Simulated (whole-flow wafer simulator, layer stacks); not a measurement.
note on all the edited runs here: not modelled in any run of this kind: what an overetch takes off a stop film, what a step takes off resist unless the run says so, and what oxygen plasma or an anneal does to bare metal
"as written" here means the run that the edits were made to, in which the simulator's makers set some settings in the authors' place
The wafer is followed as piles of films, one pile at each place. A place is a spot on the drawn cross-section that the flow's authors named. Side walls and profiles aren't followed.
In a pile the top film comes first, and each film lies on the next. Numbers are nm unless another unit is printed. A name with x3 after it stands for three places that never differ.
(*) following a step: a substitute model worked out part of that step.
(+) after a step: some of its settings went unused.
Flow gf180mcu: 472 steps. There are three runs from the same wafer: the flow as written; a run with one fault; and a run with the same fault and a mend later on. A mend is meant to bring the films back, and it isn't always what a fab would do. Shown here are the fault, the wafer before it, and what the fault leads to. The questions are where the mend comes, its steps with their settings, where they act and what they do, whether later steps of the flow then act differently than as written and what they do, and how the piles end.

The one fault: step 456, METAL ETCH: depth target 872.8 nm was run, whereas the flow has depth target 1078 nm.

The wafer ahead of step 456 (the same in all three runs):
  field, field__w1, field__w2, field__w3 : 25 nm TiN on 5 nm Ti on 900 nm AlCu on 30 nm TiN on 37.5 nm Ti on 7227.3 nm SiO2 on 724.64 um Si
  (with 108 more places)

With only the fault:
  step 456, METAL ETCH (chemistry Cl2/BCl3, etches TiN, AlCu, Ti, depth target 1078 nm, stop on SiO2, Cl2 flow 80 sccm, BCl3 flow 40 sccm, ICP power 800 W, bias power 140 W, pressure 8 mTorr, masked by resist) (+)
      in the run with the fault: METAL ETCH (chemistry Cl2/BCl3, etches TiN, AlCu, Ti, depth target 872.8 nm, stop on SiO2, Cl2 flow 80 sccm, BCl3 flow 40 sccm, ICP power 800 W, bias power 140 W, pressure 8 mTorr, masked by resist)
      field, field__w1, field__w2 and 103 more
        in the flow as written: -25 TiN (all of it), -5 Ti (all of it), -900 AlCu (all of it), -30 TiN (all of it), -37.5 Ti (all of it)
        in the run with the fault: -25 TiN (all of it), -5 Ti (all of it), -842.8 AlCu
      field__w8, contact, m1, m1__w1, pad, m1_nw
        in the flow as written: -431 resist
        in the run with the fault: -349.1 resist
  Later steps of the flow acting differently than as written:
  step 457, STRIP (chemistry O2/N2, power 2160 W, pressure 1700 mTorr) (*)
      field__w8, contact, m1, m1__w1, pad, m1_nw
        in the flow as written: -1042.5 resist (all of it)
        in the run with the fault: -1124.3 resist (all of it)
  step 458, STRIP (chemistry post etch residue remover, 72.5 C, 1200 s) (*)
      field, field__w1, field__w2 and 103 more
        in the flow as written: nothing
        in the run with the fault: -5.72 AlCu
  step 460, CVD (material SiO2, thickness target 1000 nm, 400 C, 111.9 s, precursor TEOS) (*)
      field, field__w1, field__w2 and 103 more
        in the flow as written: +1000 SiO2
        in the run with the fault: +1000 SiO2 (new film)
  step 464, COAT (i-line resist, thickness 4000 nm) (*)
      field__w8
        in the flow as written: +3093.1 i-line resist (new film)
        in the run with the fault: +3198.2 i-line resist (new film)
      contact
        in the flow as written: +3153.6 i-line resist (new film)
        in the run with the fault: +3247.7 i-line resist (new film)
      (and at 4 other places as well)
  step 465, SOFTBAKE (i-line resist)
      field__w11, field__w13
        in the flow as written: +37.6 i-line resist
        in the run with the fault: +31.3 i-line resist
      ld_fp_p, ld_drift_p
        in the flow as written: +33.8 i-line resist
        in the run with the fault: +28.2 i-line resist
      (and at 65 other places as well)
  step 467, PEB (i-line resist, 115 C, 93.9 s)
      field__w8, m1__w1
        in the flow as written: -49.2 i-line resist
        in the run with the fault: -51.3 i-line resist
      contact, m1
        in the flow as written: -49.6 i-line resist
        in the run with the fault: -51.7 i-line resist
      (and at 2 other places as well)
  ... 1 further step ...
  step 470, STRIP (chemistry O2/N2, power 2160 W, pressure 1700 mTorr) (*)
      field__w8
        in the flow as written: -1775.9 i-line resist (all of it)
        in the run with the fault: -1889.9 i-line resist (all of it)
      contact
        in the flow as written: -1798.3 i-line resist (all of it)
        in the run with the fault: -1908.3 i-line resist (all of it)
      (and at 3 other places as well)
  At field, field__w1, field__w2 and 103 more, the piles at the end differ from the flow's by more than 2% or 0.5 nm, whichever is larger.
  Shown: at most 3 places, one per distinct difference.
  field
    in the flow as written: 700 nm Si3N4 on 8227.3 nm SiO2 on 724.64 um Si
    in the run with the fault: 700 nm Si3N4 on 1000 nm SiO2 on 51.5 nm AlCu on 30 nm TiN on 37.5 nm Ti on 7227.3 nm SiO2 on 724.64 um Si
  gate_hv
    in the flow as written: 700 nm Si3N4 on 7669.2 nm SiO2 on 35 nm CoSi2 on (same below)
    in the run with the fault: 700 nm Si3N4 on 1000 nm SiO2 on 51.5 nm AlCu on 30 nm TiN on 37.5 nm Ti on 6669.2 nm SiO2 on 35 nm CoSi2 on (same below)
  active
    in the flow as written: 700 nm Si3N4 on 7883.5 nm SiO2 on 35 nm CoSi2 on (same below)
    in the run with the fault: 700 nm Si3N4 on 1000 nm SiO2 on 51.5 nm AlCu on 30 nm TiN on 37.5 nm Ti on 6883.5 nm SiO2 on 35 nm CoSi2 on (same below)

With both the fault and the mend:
  After step 456 comes the mend.
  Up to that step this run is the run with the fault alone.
  step 456a, METAL ETCH (chemistry Cl2/BCl3, etches TiN, AlCu, Ti, depth target 204.7 nm, stop on SiO2, Cl2 flow 80 sccm, BCl3 flow 40 sccm, ICP power 800 W, bias power 140 W, pressure 8 mTorr, masked by resist) (+) (the flow's step 456 again, with other settings)
      field, field__w1, field__w2 and 103 more
        -57.2 AlCu (all of it), -30 TiN (all of it), -37.5 Ti (all of it)
      field__w8, contact, m1, m1__w1, pad, m1_nw
        -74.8 resist
  Every later step of the flow that is run acts as written, at every place that is followed, to within 2% or 0.5 nm, whichever is larger.
  The piles end the same as the flow's at every place that both follow.
